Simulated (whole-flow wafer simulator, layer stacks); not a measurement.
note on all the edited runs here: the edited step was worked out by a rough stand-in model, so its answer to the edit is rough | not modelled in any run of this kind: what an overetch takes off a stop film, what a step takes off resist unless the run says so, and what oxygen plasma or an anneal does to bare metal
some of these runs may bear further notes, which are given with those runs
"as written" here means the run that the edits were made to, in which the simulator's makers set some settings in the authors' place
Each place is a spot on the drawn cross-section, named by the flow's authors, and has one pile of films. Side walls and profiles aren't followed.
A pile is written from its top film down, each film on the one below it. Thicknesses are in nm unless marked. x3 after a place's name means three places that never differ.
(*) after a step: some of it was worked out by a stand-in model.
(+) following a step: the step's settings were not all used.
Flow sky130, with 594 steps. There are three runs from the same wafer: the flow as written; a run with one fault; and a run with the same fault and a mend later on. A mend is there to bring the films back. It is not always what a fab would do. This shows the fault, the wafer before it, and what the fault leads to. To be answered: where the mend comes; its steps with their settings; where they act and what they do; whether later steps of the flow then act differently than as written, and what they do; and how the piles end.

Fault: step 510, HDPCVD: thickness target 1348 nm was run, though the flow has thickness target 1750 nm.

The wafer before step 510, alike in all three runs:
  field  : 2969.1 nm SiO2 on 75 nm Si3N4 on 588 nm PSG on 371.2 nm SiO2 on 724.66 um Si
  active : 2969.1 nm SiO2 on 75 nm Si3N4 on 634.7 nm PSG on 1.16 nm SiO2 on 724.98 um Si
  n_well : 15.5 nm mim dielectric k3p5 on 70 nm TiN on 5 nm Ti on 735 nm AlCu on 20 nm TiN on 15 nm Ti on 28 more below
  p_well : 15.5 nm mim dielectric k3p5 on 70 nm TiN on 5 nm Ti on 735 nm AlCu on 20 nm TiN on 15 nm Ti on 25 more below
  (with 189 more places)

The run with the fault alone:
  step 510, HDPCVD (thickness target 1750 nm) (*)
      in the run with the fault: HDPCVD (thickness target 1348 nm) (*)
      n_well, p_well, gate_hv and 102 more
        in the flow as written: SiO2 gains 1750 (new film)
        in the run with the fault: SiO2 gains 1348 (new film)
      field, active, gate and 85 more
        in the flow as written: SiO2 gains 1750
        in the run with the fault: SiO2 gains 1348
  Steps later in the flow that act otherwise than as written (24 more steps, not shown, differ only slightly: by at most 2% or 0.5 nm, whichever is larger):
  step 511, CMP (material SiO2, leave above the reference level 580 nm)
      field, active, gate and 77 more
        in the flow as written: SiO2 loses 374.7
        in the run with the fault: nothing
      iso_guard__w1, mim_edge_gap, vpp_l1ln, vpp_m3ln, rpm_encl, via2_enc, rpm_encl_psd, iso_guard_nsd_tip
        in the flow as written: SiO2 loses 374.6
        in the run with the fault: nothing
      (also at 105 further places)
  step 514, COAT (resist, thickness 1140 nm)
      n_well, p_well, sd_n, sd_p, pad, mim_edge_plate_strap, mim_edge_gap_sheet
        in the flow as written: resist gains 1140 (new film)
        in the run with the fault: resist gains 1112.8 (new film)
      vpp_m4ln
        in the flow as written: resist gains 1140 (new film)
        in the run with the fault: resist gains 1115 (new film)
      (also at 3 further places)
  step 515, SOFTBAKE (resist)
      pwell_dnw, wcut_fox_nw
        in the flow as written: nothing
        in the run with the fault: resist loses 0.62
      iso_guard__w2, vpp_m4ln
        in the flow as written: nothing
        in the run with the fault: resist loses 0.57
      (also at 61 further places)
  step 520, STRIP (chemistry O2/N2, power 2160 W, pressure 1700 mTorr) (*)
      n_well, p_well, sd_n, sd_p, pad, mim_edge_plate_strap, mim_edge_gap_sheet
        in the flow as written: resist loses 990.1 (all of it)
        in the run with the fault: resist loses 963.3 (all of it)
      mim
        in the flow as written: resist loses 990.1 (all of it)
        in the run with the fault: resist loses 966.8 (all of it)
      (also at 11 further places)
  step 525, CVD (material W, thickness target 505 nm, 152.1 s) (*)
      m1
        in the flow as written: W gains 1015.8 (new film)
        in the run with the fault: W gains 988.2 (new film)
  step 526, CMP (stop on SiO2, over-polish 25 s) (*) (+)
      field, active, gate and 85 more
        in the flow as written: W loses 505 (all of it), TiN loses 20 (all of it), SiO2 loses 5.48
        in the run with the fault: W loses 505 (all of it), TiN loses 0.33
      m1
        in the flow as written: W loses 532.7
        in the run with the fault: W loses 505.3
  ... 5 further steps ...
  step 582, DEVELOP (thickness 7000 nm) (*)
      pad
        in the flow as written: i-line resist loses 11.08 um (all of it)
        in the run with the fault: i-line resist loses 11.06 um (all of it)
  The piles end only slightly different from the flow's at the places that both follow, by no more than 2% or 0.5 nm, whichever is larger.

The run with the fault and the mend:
  The mend stands after step 510.
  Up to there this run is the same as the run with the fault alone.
  step 510a, HDPCVD (thickness target 402 nm) (*) (the flow's step 510 again, with other settings)
      field, active, n_well and 190 more
        SiO2 gains 402
  Steps later in the flow that act otherwise than as written (21 more steps, not shown, differ only slightly: by at most 2% or 0.5 nm, whichever is larger):
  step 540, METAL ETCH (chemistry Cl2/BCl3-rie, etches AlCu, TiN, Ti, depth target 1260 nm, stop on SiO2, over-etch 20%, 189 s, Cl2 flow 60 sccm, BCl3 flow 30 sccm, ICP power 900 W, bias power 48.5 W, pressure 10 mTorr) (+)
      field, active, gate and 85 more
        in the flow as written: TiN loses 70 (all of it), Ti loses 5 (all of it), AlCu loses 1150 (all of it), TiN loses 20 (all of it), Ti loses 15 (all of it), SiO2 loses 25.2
        in the run with the mend: TiN loses 70 (all of it), Ti loses 5 (all of it), AlCu loses 1150 (all of it), TiN loses 20 (all of it), Ti loses 15 (all of it), SiO2 loses 26
  The piles end only slightly different from the flow's at the places that both follow, by no more than 2% or 0.5 nm, whichever is larger.
